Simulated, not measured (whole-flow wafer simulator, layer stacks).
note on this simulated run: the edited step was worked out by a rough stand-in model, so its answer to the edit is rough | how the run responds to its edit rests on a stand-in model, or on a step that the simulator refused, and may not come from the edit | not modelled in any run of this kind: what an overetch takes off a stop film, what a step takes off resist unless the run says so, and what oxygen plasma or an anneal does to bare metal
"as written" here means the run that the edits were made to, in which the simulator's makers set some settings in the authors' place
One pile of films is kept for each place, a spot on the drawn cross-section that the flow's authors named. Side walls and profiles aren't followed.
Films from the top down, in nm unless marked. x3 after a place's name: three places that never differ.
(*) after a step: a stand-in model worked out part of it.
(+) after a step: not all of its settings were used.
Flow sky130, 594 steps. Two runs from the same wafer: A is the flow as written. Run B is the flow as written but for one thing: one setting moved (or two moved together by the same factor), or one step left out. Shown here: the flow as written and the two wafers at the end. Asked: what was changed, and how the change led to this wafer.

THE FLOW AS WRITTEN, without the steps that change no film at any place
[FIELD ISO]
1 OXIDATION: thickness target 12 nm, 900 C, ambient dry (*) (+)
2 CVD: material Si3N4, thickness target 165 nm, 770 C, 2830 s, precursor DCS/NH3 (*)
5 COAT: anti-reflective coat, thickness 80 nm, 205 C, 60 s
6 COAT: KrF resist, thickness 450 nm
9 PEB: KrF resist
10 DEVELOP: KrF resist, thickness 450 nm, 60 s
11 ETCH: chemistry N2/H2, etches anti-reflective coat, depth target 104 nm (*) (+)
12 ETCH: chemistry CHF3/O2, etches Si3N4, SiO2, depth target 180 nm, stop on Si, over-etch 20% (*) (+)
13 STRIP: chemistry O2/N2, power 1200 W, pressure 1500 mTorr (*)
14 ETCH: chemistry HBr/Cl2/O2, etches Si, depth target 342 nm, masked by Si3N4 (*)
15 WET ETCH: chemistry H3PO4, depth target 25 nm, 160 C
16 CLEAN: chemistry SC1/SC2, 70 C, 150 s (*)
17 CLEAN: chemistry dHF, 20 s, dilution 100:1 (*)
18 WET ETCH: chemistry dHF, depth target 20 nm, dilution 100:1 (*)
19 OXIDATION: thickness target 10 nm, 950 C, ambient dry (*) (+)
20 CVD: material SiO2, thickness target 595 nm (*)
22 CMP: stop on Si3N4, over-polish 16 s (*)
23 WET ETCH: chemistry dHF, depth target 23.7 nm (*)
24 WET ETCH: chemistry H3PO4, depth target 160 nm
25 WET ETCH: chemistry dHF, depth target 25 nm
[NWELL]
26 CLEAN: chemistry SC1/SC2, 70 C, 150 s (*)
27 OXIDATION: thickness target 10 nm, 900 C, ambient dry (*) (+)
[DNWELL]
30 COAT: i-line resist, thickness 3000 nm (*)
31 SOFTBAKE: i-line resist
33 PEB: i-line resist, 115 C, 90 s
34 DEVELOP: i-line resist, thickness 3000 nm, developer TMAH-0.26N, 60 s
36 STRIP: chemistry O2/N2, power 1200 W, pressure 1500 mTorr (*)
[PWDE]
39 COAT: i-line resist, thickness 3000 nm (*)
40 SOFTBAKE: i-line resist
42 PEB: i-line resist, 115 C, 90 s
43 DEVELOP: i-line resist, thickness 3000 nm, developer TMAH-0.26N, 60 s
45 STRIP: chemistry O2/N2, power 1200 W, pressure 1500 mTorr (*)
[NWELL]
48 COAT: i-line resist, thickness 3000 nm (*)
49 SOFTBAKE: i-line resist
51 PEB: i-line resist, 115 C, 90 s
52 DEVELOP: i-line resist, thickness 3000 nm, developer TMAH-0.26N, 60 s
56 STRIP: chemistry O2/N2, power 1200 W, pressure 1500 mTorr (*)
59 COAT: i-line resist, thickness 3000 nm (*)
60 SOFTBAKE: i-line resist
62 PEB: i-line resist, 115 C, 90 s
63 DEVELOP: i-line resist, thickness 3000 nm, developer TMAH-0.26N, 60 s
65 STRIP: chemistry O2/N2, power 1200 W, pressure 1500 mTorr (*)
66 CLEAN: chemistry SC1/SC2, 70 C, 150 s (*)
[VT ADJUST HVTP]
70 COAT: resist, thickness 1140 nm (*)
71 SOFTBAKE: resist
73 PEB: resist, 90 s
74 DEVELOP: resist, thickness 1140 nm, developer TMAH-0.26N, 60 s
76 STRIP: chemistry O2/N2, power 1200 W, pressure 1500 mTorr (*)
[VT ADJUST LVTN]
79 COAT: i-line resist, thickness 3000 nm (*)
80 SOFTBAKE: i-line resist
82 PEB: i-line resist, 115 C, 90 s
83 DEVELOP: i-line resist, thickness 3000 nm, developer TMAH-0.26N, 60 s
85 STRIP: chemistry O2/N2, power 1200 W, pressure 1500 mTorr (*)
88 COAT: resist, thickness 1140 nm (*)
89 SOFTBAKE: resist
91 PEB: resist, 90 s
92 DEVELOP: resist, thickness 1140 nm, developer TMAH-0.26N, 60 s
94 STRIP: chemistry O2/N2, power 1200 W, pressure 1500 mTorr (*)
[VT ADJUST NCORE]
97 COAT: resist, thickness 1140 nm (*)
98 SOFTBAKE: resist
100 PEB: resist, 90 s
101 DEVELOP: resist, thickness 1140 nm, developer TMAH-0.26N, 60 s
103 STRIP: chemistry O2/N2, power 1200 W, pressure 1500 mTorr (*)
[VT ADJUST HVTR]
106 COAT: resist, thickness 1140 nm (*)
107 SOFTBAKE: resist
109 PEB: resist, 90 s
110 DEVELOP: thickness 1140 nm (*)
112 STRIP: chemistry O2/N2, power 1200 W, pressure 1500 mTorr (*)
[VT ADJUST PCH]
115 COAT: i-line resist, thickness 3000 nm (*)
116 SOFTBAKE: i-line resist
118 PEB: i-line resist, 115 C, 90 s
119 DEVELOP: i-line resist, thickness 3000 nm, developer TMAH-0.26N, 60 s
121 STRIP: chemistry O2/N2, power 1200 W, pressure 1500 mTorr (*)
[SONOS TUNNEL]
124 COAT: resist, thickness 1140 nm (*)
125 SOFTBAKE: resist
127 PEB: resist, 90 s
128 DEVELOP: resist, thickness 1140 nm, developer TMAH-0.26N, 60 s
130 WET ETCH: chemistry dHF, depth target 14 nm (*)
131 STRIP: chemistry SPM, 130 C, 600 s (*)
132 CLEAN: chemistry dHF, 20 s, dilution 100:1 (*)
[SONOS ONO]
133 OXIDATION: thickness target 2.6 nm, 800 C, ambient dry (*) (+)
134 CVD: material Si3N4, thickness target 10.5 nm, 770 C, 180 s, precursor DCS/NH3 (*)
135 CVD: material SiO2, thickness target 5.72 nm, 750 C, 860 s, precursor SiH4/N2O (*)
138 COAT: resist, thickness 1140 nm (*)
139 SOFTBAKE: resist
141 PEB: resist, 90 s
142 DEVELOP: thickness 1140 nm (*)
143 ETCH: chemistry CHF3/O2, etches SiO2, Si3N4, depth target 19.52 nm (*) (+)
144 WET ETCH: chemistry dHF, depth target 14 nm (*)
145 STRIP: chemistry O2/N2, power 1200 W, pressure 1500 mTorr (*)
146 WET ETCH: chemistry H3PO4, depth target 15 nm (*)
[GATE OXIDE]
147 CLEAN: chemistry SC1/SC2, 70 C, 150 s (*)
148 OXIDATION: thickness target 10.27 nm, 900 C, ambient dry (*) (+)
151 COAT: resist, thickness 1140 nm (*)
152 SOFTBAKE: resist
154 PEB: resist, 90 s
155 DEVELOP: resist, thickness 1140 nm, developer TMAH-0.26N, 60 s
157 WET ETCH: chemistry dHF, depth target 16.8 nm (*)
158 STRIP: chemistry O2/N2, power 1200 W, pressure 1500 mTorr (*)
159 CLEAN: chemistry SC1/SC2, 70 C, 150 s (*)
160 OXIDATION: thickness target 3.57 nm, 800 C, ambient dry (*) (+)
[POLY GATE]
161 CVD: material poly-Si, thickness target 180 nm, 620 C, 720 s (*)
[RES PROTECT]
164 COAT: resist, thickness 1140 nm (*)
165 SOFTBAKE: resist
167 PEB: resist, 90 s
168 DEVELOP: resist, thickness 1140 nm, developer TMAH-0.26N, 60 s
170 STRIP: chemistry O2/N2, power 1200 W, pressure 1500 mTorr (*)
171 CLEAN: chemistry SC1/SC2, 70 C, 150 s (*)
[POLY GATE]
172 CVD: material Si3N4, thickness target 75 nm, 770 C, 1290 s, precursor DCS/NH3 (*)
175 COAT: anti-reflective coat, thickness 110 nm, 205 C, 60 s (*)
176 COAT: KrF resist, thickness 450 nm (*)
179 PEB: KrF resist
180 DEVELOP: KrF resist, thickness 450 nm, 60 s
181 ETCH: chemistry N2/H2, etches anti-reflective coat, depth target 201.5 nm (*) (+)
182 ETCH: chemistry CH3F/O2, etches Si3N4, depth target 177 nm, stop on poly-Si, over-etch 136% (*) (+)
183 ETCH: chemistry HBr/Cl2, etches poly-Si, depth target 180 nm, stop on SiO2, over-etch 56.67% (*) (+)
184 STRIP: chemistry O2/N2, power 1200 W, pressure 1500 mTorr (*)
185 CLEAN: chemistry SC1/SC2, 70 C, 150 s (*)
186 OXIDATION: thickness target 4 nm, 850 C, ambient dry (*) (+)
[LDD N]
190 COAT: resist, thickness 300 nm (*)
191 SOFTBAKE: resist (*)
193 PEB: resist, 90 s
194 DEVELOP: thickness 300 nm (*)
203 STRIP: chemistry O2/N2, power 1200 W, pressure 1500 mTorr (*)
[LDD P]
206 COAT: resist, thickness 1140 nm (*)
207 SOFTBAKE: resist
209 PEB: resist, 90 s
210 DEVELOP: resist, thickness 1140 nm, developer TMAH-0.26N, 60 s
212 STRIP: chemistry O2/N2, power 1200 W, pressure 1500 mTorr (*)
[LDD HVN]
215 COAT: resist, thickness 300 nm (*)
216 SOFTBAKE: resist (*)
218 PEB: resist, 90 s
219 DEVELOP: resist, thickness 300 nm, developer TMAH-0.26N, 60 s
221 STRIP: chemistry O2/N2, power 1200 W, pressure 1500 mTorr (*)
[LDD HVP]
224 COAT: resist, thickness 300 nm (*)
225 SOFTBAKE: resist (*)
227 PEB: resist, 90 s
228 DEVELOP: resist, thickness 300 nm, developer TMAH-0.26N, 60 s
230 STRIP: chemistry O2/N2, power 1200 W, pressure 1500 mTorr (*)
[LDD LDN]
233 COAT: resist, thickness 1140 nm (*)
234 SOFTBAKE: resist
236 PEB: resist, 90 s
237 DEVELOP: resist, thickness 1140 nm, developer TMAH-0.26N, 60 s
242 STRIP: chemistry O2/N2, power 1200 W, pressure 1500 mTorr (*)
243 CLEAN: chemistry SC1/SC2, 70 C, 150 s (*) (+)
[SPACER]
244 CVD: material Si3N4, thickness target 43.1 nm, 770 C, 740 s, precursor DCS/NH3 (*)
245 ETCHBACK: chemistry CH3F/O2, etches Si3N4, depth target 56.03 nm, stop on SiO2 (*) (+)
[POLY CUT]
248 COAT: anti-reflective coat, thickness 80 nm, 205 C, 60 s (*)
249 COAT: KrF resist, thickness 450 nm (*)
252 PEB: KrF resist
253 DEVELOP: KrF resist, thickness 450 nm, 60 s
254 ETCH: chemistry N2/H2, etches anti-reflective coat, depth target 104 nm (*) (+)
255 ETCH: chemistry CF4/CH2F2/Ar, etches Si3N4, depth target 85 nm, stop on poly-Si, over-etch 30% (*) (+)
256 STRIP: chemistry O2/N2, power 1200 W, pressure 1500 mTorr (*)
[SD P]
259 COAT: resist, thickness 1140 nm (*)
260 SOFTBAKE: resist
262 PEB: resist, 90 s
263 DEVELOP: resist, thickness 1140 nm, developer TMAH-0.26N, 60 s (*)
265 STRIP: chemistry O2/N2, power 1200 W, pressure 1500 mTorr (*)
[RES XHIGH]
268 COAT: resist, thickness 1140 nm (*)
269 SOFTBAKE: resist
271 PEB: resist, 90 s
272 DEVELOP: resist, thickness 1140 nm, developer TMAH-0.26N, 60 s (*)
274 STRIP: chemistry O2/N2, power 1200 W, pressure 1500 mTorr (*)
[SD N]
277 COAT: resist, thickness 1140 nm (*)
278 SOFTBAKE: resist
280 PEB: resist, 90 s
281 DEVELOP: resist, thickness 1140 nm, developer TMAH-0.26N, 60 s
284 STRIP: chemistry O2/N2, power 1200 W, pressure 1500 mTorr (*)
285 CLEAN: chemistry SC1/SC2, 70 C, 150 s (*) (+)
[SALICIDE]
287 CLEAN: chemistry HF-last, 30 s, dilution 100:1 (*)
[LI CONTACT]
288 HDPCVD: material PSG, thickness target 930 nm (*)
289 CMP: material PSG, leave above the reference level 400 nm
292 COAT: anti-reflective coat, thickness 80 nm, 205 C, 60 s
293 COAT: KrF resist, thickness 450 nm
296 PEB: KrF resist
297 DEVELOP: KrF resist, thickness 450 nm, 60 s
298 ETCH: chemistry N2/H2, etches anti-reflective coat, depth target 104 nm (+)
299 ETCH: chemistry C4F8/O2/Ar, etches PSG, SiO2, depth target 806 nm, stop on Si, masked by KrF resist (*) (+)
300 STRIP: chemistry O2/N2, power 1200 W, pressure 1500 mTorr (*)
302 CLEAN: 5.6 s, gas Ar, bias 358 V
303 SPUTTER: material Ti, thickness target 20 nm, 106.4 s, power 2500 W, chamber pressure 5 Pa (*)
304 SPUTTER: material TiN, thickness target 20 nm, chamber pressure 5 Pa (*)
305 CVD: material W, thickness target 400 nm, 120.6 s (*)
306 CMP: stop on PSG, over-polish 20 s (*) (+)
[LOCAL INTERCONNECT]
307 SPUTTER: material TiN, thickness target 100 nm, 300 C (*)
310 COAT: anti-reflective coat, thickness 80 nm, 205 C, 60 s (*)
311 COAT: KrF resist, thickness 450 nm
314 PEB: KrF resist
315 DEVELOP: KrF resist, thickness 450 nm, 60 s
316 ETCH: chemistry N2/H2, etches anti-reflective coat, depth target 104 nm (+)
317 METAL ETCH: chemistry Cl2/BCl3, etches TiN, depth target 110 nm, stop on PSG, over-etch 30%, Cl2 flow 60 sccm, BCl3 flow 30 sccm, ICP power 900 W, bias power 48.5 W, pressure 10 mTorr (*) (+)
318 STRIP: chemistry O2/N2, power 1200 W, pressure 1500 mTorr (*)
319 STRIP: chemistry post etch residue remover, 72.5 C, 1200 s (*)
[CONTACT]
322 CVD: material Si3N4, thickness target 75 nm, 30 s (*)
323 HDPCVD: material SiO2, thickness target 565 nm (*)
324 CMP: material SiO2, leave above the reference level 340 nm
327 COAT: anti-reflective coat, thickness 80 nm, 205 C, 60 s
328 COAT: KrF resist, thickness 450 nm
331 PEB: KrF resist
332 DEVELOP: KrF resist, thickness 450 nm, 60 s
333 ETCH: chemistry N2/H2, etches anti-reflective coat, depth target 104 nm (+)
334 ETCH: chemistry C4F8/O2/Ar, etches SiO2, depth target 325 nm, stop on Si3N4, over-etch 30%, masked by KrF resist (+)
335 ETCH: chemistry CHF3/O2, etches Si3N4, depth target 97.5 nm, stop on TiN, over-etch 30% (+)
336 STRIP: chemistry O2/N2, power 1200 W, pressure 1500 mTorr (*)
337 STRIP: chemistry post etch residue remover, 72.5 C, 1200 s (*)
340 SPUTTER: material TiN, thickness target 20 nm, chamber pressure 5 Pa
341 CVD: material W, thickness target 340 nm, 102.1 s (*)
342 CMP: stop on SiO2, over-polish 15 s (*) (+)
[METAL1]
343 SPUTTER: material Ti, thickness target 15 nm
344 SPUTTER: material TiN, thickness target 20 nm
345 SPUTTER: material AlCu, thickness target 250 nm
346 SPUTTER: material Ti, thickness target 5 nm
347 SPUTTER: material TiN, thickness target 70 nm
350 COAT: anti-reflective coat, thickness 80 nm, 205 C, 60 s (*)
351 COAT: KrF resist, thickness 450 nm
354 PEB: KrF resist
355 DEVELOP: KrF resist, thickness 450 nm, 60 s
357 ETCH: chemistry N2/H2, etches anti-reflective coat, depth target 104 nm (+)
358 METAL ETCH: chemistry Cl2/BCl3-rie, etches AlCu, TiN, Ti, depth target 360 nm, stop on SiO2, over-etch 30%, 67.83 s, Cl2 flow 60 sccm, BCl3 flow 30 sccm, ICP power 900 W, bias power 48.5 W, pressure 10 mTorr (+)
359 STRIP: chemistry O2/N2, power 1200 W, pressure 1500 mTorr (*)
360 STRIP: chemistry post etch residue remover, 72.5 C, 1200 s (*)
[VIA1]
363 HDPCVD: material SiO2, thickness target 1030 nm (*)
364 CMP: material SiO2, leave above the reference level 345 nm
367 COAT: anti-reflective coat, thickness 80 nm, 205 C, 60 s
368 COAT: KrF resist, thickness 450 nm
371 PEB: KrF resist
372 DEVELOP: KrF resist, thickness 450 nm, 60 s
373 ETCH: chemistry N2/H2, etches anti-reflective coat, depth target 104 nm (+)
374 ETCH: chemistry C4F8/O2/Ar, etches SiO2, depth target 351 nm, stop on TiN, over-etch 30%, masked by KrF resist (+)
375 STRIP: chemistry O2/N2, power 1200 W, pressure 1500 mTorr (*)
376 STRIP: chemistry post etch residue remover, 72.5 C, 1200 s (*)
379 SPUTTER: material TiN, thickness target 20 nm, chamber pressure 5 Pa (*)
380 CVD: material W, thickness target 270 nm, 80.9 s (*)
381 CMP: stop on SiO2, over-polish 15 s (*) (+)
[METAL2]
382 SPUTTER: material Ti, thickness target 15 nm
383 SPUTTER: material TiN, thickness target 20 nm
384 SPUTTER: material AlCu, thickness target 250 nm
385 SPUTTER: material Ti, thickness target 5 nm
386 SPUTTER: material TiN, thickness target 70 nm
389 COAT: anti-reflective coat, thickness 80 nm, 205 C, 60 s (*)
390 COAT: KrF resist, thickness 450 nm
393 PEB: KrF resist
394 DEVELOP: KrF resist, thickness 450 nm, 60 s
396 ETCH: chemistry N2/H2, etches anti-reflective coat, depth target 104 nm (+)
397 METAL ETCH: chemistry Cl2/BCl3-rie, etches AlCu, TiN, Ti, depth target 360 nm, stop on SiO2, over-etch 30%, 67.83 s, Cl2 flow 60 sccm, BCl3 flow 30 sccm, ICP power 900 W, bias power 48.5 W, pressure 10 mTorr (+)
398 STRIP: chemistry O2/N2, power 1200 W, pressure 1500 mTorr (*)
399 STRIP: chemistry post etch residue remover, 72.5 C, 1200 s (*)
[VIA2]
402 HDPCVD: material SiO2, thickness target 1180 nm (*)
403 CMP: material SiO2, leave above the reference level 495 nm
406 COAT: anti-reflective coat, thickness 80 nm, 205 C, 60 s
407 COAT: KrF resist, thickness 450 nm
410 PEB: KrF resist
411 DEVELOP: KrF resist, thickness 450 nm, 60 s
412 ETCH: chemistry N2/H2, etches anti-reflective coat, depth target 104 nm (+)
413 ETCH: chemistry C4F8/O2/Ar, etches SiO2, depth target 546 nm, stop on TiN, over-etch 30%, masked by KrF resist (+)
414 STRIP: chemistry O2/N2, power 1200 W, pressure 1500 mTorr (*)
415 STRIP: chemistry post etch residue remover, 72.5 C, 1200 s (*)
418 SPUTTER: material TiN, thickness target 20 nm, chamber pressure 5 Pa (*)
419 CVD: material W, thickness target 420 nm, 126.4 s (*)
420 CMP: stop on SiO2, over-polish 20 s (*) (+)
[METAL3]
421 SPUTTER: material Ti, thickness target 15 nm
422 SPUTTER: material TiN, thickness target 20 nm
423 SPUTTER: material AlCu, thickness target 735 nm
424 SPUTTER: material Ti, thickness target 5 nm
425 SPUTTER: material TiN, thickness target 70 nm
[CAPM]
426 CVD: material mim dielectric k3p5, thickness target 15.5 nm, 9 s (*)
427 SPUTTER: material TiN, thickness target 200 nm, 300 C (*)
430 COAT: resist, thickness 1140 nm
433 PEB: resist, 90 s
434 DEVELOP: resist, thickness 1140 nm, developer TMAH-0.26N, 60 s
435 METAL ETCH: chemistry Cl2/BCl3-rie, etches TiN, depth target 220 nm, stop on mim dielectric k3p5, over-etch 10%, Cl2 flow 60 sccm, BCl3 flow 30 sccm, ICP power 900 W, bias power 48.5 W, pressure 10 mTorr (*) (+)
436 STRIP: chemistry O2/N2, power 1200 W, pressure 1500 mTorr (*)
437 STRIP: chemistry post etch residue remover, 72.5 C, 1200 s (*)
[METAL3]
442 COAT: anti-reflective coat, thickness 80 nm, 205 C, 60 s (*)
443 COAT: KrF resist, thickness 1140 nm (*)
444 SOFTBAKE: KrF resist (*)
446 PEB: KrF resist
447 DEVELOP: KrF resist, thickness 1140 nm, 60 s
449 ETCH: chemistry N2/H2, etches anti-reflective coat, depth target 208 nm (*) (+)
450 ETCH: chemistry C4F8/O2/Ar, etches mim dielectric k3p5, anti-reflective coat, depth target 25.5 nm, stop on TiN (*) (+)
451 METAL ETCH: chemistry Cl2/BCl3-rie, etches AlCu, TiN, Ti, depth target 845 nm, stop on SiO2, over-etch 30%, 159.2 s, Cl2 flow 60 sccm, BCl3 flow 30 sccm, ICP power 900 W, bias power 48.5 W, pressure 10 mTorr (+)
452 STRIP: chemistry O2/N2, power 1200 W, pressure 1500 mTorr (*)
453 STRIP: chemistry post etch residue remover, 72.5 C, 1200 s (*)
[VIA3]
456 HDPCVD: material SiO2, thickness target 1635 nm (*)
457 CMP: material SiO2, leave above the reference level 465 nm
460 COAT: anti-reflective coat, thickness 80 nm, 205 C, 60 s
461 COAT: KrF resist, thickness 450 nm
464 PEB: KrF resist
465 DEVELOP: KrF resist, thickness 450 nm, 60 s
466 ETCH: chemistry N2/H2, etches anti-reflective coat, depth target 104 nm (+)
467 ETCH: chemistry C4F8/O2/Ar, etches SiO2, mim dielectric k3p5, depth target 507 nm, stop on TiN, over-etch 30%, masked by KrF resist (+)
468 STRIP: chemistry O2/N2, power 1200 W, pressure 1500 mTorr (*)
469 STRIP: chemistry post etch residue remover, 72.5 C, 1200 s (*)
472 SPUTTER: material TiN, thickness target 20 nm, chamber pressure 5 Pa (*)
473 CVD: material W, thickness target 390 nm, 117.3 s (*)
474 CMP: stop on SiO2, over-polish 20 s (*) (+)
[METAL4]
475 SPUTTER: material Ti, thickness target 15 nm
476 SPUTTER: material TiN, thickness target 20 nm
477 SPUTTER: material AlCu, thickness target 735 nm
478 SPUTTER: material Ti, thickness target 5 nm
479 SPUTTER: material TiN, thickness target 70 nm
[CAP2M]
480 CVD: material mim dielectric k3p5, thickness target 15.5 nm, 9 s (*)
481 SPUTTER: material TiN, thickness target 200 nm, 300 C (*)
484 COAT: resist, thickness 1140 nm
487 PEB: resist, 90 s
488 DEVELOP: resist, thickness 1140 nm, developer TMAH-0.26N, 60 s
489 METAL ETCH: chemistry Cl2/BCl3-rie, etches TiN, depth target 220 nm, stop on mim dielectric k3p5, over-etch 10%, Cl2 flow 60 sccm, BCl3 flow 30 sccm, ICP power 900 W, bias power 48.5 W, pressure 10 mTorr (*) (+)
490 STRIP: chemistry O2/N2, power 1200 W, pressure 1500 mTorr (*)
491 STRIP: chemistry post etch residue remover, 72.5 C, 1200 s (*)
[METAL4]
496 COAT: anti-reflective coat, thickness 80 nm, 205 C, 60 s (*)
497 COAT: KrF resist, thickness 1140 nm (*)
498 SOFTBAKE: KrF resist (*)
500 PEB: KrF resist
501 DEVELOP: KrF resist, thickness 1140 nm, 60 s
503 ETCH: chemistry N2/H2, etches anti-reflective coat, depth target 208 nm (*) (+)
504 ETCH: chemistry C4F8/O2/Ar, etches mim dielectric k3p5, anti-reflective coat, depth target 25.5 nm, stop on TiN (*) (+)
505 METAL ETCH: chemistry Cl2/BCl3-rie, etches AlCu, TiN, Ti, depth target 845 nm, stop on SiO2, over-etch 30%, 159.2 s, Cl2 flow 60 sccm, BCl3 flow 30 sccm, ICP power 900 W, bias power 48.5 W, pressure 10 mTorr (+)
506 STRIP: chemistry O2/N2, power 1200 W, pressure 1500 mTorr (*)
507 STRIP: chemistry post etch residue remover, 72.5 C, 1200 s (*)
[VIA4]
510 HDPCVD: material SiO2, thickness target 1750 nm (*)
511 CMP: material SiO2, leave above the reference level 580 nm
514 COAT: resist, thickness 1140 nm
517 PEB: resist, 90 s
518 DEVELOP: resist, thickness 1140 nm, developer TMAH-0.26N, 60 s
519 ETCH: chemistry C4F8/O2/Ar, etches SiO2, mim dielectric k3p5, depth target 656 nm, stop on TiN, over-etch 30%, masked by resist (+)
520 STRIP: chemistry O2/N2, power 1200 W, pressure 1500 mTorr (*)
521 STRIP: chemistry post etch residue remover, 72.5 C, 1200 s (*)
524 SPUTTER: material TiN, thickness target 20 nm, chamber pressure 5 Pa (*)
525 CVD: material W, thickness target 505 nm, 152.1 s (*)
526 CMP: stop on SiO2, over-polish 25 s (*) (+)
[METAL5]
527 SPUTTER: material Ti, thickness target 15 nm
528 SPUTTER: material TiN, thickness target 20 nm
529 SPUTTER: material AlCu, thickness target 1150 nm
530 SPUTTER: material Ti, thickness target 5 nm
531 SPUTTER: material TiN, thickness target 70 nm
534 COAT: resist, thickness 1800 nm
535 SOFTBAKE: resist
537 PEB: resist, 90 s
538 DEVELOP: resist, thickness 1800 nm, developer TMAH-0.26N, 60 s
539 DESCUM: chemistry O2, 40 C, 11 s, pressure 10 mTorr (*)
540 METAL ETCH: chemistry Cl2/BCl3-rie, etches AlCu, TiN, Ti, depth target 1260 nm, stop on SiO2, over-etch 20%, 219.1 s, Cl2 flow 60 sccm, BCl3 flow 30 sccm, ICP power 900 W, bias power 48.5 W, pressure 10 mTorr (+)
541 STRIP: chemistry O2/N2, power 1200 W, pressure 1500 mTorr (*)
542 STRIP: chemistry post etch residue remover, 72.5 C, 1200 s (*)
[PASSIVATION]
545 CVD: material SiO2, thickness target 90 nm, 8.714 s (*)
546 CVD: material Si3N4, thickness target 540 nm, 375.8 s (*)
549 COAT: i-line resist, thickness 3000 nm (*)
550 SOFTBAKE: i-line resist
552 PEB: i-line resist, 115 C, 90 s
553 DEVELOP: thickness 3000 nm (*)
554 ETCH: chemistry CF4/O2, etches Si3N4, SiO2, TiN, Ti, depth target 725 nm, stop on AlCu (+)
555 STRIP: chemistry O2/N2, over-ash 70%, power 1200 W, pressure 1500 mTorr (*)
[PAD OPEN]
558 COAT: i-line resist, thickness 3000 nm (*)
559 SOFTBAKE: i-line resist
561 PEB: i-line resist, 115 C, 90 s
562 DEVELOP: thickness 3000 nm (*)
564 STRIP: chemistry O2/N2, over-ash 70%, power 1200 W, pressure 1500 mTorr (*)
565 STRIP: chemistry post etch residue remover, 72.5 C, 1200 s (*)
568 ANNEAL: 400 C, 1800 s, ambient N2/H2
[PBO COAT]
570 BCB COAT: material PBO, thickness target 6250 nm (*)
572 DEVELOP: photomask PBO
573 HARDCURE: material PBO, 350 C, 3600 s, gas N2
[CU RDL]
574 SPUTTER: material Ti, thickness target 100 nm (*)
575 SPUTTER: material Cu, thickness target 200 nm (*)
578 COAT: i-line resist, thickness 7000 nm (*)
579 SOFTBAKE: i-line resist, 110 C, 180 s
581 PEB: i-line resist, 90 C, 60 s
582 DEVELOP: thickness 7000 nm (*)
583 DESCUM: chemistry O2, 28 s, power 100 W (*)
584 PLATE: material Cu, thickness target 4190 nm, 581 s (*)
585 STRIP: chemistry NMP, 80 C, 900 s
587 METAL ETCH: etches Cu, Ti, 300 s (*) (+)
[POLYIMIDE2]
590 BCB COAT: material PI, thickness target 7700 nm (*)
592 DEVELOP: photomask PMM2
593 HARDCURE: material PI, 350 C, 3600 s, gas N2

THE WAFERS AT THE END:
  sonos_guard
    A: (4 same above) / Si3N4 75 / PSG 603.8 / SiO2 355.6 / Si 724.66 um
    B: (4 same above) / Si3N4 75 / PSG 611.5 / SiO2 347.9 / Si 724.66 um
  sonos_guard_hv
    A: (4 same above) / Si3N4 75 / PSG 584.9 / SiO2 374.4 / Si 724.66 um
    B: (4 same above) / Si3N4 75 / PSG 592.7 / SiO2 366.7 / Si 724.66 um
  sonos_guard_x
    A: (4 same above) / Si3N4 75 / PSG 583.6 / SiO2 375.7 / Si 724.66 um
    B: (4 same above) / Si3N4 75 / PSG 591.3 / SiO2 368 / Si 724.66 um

The cause: step 130, WET ETCH: depth target 21 nm was run, where the flow has depth target 14 nm.

How the change led to this, step by step:
  130 WET ETCH: chemistry dHF, depth target 14 nm (*)
      sonos_guard, sonos_guard_hv, sonos_guard_x: A SiO2 -15.5 | B SiO2 -23.2
  175 COAT: anti-reflective coat, thickness 110 nm, 205 C, 60 s (*)
      sonos_guard: A anti-reflective coat +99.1 (new film) | B anti-reflective coat +104.9 (new film)
      sonos_guard_hv: A anti-reflective coat +83.2 (new film) | B anti-reflective coat +88.9 (new film)
      (and at 1 more place)
  181 ETCH: chemistry N2/H2, etches anti-reflective coat, depth target 201.5 nm (*) (+)
      sonos_guard: A anti-reflective coat -99.1 (all of it), Si3N4 -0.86 | B anti-reflective coat -104.9 (all of it), Si3N4 -0.78
      sonos_guard_hv: A anti-reflective coat -83.2 (all of it), Si3N4 -1.06 | B anti-reflective coat -88.9 (all of it), Si3N4 -0.99
      (and at 1 more place)
  190 COAT: resist, thickness 300 nm (*)
      sonos_guard_x: A resist +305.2 (new film) | B resist +312 (new film)
  203 STRIP: chemistry O2/N2, power 1200 W, pressure 1500 mTorr (*)
      sonos_guard_x: A resist -288.8 (all of it) | B resist -295.3 (all of it)
  215 COAT: resist, thickness 300 nm (*)
      sonos_guard_x: A resist +305.2 (new film) | B resist +312 (new film)
  221 STRIP: chemistry O2/N2, power 1200 W, pressure 1500 mTorr (*)
      sonos_guard_x: A resist -288.8 (all of it) | B resist -295.3 (all of it)
  224 COAT: resist, thickness 300 nm (*)
      sonos_guard_x: A resist +305.2 (new film) | B resist +312 (new film)
  230 STRIP: chemistry O2/N2, power 1200 W, pressure 1500 mTorr (*)
      sonos_guard_x: A resist -288.8 (all of it) | B resist -295.3 (all of it)
  248 COAT: anti-reflective coat, thickness 80 nm, 205 C, 60 s (*)
      m1: A anti-reflective coat +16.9 (new film) | B anti-reflective coat +16.3 (new film)
      sonos_cell: A anti-reflective coat +9.56 (new film) | B anti-reflective coat +8.94 (new film)
      (and at 5 more places)
  256 STRIP: chemistry O2/N2, power 1200 W, pressure 1500 mTorr (*)
      m1: A KrF resist -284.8 (all of it), anti-reflective coat -16.9 (all of it) | B KrF resist -285.3 (all of it), anti-reflective coat -16.3 (all of it)
      sonos_cell: A KrF resist -278.4 (all of it), anti-reflective coat -9.56 (all of it) | B KrF resist -278.7 (all of it), anti-reflective coat -8.94 (all of it)
      (and at 5 more places)
  289 CMP: material PSG, leave above the reference level 400 nm
      sonos_guard: A PSG -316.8 | B PSG -309
      sonos_guard_hv: A PSG -335.6 | B PSG -327.9
      (and at 1 more place)
